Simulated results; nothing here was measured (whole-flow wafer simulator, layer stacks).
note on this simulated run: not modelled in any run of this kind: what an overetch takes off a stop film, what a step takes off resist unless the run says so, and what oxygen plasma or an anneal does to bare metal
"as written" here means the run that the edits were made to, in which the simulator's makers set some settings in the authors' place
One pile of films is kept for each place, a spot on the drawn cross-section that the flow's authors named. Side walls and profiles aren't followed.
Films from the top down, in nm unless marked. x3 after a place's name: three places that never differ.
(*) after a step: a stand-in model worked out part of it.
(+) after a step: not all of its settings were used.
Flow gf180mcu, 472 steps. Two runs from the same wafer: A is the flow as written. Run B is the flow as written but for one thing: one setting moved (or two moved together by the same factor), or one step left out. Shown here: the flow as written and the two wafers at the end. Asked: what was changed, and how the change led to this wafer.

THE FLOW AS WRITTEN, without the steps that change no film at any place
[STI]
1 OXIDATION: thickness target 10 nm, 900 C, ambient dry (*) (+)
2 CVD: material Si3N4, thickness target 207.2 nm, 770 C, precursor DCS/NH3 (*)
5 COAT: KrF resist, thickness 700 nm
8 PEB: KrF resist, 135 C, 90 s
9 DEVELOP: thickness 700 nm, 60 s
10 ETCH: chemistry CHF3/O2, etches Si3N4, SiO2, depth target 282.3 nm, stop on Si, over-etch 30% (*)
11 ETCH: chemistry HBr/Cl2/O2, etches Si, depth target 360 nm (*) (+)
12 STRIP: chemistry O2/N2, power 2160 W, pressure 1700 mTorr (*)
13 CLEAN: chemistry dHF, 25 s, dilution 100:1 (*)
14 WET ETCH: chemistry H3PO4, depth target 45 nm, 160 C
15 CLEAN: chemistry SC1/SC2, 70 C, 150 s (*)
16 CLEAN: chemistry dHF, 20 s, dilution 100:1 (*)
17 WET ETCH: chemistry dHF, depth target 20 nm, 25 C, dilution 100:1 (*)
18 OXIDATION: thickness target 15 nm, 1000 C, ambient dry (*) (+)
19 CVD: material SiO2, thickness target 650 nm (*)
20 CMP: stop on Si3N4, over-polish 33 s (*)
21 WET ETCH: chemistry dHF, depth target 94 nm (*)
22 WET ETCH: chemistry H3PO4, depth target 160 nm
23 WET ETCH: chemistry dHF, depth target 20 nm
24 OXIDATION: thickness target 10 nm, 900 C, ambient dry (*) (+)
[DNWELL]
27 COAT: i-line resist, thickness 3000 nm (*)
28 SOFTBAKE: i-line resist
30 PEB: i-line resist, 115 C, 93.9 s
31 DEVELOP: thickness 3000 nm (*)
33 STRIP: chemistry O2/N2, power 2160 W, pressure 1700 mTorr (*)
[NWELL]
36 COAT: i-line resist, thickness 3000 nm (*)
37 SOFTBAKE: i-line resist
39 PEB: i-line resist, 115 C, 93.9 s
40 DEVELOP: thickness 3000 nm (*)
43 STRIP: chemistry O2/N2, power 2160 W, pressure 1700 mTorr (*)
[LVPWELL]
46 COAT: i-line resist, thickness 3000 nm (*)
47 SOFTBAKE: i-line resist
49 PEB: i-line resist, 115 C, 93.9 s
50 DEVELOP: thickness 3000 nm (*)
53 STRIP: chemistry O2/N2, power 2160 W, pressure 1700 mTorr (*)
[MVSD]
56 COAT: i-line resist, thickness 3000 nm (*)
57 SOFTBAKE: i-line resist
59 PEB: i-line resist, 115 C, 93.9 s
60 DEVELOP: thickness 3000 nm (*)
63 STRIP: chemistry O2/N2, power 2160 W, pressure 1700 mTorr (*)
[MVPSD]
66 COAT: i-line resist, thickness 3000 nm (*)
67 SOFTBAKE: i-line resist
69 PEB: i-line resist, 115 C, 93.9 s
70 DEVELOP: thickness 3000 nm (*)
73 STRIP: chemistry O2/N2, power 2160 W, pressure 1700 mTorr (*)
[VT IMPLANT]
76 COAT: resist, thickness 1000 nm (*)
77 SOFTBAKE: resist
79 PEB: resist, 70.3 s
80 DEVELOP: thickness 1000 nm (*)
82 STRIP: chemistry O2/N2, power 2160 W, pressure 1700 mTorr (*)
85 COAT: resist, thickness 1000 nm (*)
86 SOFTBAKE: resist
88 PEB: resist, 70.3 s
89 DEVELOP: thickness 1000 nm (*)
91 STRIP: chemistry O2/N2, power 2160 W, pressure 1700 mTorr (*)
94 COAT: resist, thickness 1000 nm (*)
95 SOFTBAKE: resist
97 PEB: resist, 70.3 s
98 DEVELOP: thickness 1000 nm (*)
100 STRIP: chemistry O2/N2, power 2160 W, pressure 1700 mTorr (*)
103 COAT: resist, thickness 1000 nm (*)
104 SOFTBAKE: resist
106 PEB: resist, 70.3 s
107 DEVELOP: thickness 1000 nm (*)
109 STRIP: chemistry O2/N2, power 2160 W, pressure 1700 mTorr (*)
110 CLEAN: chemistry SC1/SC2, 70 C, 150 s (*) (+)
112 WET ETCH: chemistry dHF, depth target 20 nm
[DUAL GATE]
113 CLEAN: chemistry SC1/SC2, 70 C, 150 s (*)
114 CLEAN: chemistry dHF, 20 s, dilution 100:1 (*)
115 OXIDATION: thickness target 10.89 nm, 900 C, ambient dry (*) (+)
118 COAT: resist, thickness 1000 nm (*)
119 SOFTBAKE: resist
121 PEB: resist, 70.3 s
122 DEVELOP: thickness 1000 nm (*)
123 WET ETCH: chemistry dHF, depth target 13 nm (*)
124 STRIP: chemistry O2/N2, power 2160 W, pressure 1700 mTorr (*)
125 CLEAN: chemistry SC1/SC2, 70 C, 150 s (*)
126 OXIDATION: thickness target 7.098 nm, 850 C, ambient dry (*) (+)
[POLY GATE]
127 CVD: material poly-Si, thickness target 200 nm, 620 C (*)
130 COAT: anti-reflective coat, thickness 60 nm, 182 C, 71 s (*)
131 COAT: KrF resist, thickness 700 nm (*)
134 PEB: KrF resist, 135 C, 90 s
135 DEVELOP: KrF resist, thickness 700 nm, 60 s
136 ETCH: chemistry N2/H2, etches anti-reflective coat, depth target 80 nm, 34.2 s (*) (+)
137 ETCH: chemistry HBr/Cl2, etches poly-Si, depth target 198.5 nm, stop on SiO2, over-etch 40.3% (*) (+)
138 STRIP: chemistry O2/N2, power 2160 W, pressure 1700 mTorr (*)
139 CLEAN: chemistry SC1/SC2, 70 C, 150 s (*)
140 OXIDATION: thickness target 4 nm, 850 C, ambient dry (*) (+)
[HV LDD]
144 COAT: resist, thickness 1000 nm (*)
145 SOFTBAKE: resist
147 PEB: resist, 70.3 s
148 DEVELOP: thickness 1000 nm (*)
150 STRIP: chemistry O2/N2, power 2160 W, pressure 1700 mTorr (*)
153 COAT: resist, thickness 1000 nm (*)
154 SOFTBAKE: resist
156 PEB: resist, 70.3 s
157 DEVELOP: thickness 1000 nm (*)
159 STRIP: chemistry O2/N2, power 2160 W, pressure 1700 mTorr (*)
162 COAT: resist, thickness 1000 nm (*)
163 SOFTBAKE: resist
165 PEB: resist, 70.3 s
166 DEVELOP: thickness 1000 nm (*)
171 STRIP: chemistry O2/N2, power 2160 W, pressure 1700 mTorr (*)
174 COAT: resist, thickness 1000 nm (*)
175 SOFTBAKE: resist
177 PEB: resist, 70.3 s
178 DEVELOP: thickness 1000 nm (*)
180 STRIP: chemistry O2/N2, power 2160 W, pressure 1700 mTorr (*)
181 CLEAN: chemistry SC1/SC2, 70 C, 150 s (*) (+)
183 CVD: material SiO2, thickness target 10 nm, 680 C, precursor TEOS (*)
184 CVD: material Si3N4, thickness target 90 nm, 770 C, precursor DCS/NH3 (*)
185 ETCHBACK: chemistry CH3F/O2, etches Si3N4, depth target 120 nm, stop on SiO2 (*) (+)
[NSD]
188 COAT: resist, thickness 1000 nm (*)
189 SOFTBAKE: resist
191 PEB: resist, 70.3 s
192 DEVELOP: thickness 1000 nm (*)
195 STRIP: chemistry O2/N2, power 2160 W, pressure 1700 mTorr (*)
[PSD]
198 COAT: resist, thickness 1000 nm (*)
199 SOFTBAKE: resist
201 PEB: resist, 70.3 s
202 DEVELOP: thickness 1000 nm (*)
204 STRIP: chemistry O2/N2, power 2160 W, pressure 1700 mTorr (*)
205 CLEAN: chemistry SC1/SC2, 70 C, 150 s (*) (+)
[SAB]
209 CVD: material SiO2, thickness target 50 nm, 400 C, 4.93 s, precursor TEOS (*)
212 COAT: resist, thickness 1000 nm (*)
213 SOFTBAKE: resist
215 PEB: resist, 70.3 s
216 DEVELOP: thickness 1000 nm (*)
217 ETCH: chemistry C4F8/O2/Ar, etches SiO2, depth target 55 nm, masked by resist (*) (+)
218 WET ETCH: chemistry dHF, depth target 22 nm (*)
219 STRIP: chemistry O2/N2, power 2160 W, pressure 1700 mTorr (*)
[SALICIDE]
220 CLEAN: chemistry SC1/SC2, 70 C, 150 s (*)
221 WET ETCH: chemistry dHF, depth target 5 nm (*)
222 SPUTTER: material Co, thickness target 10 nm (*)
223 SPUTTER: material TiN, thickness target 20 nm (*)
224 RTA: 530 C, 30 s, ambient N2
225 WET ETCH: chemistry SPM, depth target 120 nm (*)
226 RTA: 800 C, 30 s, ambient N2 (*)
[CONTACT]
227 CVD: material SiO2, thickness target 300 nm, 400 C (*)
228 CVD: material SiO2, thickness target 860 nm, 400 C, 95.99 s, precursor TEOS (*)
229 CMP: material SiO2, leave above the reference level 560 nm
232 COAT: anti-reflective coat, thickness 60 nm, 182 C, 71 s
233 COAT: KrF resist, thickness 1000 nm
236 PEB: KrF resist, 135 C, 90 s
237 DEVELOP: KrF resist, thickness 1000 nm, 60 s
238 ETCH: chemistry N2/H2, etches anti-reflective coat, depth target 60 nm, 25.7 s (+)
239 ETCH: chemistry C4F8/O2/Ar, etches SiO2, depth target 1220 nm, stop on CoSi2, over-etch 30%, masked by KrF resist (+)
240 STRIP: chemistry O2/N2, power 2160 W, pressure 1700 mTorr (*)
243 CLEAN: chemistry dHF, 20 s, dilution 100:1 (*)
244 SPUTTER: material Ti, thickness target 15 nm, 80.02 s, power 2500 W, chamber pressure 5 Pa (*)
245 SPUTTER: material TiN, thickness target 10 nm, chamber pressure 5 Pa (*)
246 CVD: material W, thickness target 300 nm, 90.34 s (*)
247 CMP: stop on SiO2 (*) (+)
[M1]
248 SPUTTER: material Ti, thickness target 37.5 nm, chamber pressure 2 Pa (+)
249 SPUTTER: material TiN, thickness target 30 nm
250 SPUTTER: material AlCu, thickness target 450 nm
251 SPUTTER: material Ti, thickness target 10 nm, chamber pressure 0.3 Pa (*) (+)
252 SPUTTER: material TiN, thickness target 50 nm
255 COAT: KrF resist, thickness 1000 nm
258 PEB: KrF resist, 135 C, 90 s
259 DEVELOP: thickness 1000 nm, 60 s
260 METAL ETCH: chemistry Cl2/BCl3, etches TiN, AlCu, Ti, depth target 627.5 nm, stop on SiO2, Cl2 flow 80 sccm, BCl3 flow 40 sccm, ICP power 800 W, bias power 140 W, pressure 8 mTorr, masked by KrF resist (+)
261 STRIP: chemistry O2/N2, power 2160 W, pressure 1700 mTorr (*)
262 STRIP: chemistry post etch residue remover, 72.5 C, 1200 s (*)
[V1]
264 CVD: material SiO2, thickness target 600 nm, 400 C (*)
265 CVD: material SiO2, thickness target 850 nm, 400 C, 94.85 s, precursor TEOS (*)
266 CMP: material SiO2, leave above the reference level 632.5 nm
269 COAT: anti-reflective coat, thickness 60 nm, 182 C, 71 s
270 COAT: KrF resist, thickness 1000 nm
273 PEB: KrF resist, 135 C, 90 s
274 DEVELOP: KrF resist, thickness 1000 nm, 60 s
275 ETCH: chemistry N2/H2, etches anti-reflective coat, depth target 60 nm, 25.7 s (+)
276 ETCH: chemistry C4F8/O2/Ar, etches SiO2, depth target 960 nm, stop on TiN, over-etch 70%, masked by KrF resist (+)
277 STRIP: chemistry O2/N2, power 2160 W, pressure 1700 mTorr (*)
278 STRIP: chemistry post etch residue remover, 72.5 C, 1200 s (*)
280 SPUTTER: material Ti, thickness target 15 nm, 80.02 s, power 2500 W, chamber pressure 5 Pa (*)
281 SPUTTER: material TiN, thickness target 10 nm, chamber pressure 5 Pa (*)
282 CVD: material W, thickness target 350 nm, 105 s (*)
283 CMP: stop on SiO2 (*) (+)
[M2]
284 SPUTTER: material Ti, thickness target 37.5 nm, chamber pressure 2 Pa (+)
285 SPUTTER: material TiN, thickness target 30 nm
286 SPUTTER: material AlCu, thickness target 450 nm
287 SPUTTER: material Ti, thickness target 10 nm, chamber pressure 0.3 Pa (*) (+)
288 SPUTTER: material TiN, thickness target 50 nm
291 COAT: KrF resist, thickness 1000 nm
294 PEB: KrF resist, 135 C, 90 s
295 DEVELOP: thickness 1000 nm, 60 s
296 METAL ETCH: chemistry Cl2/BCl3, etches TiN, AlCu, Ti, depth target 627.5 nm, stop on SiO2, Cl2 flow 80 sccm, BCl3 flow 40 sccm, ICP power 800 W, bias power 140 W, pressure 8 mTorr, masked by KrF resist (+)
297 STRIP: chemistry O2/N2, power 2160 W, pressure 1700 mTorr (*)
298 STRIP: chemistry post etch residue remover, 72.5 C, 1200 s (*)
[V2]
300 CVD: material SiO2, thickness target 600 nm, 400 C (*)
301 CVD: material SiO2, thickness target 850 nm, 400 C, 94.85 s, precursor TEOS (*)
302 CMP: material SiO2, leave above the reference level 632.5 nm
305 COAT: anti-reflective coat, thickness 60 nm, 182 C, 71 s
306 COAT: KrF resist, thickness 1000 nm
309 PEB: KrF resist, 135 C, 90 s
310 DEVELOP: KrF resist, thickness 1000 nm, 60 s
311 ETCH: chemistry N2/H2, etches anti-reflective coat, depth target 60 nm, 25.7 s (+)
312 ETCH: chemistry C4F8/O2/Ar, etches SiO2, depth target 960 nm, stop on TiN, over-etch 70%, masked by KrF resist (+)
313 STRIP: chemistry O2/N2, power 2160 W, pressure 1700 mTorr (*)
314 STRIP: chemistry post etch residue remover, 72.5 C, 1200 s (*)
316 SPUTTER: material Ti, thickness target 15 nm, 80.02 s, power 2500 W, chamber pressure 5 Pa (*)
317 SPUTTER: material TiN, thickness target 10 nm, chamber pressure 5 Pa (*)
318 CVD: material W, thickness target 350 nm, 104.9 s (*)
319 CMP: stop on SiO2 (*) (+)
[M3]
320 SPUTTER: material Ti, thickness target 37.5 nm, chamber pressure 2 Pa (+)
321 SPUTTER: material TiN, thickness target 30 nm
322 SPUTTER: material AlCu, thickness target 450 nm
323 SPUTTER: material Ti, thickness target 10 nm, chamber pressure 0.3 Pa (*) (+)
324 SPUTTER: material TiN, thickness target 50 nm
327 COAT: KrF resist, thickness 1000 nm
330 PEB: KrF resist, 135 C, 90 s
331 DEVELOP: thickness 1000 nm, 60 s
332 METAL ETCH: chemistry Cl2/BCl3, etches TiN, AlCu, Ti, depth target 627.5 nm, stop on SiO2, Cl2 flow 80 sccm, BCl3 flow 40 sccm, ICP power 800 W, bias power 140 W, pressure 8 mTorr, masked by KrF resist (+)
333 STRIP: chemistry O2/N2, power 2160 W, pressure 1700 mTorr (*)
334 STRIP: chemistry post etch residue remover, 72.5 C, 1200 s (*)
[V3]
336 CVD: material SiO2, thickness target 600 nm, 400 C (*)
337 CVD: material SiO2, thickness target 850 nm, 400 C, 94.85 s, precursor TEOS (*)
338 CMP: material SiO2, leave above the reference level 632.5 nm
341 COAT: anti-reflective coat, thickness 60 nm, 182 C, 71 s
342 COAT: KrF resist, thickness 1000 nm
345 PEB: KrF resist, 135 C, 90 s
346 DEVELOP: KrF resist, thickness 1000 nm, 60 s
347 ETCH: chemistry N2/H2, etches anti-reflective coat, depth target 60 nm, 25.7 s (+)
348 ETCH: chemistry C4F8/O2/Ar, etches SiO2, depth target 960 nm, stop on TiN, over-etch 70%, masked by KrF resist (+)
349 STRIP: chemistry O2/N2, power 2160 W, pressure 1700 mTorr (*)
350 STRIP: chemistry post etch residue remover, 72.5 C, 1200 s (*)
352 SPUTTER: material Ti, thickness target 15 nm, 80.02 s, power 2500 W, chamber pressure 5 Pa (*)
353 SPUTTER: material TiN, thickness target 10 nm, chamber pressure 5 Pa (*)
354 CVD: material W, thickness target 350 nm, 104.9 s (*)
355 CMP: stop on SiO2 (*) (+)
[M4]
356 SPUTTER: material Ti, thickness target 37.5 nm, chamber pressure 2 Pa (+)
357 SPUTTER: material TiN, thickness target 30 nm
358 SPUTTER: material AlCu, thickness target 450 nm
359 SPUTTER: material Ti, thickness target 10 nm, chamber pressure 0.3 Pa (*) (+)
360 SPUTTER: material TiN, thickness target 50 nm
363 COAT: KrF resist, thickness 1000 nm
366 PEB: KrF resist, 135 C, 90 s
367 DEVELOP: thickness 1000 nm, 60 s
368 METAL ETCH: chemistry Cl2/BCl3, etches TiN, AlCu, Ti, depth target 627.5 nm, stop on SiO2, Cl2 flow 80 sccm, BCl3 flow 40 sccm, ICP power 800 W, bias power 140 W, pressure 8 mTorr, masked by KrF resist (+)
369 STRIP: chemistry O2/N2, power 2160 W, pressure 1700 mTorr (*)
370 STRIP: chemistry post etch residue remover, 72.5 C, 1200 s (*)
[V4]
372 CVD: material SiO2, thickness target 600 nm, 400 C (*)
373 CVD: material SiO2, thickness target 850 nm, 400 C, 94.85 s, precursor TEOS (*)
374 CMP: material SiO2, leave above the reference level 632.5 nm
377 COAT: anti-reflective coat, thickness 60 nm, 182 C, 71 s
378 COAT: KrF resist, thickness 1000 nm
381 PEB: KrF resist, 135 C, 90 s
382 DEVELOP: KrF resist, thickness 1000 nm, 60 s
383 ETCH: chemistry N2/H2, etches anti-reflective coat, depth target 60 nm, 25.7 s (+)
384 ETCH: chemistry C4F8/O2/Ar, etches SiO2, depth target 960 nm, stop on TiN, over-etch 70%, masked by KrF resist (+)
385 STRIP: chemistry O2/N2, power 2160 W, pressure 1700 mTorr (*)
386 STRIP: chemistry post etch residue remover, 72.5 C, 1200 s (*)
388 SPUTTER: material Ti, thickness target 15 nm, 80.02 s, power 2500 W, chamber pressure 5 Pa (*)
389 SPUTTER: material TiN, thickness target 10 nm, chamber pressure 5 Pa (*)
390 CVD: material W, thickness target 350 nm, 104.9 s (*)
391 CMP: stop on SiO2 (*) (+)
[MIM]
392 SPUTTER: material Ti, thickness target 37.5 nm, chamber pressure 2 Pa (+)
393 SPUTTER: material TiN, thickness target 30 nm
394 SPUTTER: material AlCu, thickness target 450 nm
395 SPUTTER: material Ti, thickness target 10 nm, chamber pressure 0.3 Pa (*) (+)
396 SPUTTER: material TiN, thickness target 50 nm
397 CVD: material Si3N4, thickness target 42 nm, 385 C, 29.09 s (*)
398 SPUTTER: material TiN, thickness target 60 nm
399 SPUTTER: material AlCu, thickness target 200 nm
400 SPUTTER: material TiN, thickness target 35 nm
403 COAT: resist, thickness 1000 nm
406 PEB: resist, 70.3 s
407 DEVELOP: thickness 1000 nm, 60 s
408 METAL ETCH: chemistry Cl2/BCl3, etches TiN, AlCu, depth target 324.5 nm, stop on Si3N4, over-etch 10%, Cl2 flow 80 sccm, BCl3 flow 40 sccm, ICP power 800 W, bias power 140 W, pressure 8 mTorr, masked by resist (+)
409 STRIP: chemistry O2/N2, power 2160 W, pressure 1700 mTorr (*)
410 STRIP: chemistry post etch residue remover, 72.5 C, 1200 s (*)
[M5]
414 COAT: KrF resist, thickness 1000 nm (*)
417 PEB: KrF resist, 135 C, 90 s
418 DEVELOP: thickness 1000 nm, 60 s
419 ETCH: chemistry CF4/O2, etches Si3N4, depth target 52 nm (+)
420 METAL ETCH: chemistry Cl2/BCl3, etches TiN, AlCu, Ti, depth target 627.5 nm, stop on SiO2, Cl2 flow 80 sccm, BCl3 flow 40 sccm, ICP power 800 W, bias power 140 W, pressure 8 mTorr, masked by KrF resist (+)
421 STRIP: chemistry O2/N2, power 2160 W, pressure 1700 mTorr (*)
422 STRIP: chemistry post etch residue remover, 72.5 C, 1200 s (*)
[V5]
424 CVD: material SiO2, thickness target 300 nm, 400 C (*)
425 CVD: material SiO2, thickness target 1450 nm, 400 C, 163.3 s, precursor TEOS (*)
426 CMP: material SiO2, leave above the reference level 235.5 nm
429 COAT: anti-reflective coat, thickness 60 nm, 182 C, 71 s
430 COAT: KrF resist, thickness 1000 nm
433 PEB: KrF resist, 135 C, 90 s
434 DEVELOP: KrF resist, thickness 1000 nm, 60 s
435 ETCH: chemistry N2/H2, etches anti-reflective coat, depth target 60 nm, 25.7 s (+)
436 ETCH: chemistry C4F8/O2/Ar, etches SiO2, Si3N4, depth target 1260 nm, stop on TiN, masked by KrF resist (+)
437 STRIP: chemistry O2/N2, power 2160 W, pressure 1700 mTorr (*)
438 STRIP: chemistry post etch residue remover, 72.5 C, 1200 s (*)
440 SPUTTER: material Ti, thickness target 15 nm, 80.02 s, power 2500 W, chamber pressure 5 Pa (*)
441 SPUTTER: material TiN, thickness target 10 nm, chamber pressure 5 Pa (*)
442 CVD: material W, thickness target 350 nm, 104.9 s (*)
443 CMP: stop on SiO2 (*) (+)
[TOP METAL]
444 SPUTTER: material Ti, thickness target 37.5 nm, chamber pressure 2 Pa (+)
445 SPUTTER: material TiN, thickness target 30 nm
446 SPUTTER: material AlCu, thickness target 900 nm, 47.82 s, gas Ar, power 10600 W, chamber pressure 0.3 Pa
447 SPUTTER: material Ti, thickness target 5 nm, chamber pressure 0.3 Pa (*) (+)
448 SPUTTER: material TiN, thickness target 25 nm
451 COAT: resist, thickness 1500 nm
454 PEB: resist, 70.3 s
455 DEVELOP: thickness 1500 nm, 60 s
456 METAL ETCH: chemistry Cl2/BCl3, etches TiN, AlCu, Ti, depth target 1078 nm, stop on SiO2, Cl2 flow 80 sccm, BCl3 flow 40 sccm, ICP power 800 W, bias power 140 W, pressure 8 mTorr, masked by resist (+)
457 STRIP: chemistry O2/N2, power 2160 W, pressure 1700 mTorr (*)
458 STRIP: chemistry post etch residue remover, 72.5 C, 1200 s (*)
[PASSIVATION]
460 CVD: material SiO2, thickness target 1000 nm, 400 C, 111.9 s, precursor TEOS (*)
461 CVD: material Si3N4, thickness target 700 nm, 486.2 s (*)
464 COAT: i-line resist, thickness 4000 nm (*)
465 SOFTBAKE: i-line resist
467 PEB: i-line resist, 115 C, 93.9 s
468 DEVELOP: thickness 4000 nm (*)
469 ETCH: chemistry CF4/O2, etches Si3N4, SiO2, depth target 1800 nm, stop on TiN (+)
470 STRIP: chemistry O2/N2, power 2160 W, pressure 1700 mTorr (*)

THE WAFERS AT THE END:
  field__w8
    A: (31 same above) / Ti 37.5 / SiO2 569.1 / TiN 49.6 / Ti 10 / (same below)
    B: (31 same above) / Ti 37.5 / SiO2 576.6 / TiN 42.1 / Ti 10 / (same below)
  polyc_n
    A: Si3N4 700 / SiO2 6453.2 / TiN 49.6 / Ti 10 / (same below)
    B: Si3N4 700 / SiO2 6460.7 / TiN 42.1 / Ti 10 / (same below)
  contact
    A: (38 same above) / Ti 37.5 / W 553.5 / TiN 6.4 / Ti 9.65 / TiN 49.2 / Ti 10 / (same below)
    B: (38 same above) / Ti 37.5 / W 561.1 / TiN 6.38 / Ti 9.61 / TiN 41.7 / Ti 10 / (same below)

The cause: step 252, SPUTTER: thickness target 42.5 nm was run, where the flow has thickness target 50 nm.

How the change led to this, step by step:
  252 SPUTTER: material TiN, thickness target 50 nm
      field, field__w1, field__w2 and 108 more: A TiN +50 (new film) | B TiN +42.5 (new film)
  260 METAL ETCH: chemistry Cl2/BCl3, etches TiN, AlCu, Ti, depth target 627.5 nm, stop on SiO2, Cl2 flow 80 sccm, BCl3 flow 40 sccm, ICP power 800 W, bias power 140 W, pressure 8 mTorr, masked by KrF resist (+)
      field, field__w1, field__w2 and 99 more: A TiN -50 (all of it), Ti -10 (all of it), AlCu -450 (all of it), TiN -30 (all of it), Ti -37.5 (all of it) | B TiN -42.5 (all of it), Ti -10 (all of it), AlCu -450 (all of it), TiN -30 (all of it), Ti -37.5 (all of it)
